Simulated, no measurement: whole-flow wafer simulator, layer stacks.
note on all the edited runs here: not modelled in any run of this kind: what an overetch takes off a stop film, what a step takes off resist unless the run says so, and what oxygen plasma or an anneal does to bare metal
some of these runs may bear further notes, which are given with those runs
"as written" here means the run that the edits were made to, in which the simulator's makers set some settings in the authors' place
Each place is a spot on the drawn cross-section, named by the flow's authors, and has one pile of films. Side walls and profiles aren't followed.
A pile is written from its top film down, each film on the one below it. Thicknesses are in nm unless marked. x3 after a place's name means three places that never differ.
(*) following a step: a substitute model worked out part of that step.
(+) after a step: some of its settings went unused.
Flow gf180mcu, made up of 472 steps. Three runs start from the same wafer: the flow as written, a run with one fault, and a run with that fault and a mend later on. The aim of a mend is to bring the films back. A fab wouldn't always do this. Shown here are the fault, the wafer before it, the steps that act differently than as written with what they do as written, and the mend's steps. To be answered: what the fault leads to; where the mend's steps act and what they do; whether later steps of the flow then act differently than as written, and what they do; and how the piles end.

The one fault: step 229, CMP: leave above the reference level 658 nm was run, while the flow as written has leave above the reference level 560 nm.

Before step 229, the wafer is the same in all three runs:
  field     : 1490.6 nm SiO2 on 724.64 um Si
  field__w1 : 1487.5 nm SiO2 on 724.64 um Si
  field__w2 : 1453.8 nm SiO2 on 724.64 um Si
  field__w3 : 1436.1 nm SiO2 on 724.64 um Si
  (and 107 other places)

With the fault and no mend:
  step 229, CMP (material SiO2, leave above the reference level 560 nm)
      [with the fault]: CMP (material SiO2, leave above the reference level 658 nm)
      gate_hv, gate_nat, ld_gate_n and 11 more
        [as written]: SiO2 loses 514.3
        [with the fault]: SiO2 loses 416.3
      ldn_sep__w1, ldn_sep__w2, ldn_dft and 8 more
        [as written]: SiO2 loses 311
        [with the fault]: SiO2 loses 213
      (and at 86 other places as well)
  Steps further on in the flow that do not act as written (2 other steps are not shown; they differ only slightly, by no more than 2% or 0.5 nm, whichever is larger):
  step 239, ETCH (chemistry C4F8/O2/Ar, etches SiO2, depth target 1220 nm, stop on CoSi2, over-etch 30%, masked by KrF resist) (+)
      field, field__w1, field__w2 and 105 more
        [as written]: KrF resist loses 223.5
        [with the fault]: KrF resist loses 244
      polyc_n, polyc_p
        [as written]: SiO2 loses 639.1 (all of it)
        [with the fault]: SiO2 loses 737.1 (all of it)
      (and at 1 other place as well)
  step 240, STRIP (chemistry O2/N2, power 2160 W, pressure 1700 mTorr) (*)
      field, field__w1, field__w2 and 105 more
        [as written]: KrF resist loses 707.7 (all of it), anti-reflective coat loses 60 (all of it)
        [with the fault]: KrF resist loses 687.2 (all of it), anti-reflective coat loses 60 (all of it)
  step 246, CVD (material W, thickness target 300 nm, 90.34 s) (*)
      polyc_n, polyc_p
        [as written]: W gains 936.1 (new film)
        [with the fault]: W gains 1034.1 (new film)
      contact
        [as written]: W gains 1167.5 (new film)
        [with the fault]: W gains 1266.3 (new film)
  The piles end different from the flow's at field__w8, contact, m1 and 6 more by more than 2% or 0.5 nm, whichever is larger.
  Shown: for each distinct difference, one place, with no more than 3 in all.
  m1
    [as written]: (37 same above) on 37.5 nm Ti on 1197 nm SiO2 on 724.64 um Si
    [with the fault]: (37 same above) on 37.5 nm Ti on 1295 nm SiO2 on 724.64 um Si
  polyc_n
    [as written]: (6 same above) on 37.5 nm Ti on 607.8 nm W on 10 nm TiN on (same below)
    [with the fault]: (6 same above) on 37.5 nm Ti on 705.8 nm W on 10 nm TiN on (same below)
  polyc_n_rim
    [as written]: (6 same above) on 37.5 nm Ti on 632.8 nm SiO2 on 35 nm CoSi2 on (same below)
    [with the fault]: (6 same above) on 37.5 nm Ti on 730.8 nm SiO2 on 35 nm CoSi2 on (same below)

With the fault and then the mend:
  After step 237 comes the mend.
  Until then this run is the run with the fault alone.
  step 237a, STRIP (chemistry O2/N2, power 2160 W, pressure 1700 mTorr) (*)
      field, field__w1, field__w2 and 105 more
        KrF resist loses 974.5 (all of it), anti-reflective coat loses 60 (all of it)
      contact, polyc_n, polyc_p
        anti-reflective coat loses 60 (all of it)
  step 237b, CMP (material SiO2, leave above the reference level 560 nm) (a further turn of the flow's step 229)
      field, field__w1, field__w2 and 108 more
        SiO2 loses 98
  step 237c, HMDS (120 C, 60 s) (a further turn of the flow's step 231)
      alters no film at any place that is followed
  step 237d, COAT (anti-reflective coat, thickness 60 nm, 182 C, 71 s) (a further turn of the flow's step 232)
      field, field__w1, field__w2 and 108 more
        anti-reflective coat gains 60 (new film)
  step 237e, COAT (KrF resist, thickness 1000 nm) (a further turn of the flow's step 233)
      field, field__w1, field__w2 and 108 more
        KrF resist gains 1000 (new film)
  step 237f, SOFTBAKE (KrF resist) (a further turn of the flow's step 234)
      alters no film at any place that is followed
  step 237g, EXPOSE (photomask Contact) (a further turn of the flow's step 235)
      alters no film at any place that is followed
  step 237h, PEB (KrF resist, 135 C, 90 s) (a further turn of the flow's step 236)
      field, field__w1, field__w2 and 108 more
        KrF resist loses 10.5
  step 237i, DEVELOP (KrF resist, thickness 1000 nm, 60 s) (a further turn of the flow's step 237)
      field, field__w1, field__w2 and 105 more
        KrF resist loses 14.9
      contact, polyc_n, polyc_p
        KrF resist loses 989.5 (all of it)
  Every later step of the flow that is run acts as written at every place that is followed.
  At every place that both follow, the piles at the end match the flow's.
